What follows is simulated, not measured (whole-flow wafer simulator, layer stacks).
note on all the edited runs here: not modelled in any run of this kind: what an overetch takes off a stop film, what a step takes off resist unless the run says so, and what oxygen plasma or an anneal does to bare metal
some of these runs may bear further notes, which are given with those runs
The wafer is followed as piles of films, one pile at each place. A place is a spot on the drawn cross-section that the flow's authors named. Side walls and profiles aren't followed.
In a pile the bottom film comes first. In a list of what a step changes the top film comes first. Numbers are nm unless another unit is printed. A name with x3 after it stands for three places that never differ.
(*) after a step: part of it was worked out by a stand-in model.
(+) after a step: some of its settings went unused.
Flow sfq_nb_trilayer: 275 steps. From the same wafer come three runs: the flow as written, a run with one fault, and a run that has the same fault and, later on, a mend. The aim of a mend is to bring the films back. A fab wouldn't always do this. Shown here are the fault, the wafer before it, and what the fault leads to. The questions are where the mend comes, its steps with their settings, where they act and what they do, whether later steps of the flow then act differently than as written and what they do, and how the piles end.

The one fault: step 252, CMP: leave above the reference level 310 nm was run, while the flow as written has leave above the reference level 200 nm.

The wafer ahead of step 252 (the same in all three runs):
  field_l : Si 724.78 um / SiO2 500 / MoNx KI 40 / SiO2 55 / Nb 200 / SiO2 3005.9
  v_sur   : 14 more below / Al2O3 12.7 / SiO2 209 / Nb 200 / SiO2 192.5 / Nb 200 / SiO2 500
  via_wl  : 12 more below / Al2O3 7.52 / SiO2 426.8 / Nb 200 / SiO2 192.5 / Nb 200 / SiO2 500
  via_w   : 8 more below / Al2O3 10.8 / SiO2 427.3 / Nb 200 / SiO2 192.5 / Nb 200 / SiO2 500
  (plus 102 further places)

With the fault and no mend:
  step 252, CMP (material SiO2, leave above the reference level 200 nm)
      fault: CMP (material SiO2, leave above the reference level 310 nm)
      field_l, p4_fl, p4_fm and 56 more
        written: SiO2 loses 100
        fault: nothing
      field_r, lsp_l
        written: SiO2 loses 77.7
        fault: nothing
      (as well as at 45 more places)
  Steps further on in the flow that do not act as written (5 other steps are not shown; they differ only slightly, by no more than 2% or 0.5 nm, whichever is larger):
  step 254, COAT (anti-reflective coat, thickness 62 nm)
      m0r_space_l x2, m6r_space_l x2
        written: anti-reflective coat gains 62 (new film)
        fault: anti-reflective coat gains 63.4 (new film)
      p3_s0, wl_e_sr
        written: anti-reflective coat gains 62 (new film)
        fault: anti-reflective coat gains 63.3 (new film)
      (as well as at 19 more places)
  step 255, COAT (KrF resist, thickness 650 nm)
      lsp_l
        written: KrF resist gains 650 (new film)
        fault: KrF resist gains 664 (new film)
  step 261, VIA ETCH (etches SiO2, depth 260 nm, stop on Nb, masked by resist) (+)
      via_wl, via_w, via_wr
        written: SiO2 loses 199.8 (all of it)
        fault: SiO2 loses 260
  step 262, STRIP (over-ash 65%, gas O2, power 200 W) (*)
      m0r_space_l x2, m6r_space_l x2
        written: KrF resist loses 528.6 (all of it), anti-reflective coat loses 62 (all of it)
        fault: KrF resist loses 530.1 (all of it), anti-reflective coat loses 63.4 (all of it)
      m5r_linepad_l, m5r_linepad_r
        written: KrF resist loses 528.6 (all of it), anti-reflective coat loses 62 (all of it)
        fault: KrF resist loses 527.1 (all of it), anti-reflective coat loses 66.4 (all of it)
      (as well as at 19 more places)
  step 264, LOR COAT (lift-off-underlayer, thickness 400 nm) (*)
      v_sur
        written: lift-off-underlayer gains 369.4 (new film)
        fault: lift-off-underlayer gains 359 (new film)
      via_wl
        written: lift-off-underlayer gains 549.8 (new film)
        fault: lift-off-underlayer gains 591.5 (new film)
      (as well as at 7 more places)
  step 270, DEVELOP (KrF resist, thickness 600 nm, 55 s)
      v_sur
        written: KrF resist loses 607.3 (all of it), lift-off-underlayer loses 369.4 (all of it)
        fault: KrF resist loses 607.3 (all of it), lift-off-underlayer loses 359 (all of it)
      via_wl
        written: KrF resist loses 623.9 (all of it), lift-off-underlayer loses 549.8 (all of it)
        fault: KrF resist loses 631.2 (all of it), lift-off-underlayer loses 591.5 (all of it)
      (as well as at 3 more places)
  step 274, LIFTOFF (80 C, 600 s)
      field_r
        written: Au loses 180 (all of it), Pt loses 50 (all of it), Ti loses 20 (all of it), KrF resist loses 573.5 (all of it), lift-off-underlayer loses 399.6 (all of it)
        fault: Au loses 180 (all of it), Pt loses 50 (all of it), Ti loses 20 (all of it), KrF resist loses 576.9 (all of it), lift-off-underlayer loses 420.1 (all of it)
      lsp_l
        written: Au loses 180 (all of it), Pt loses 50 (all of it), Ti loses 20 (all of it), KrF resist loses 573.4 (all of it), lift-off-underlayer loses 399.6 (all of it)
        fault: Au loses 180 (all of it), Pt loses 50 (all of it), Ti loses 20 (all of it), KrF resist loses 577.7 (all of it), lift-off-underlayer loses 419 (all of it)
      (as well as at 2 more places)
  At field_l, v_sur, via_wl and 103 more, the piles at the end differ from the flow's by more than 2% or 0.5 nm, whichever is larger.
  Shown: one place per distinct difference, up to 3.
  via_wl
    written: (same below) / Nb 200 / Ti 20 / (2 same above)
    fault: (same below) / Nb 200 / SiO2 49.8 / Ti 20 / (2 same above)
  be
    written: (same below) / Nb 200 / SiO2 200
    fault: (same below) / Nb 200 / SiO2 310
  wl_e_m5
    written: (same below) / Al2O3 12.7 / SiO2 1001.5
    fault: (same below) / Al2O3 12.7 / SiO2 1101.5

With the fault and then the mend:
  After step 253 comes the mend.
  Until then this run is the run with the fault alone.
  step 253a, CMP (material SiO2, leave above the reference level 200 nm) (a further turn of the flow's step 252)
      field_l, p4_fl, p4_fm and 56 more
        SiO2 loses 100
      v_sur, via_wl, via_w and 40 more
        SiO2 loses 110
      field_r, lsp_l
        SiO2 loses 77.7
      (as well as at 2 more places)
  Later steps of the flow that are run all act as written at every place that is followed.
  At every place that both follow, the piles at the end match the flow's.
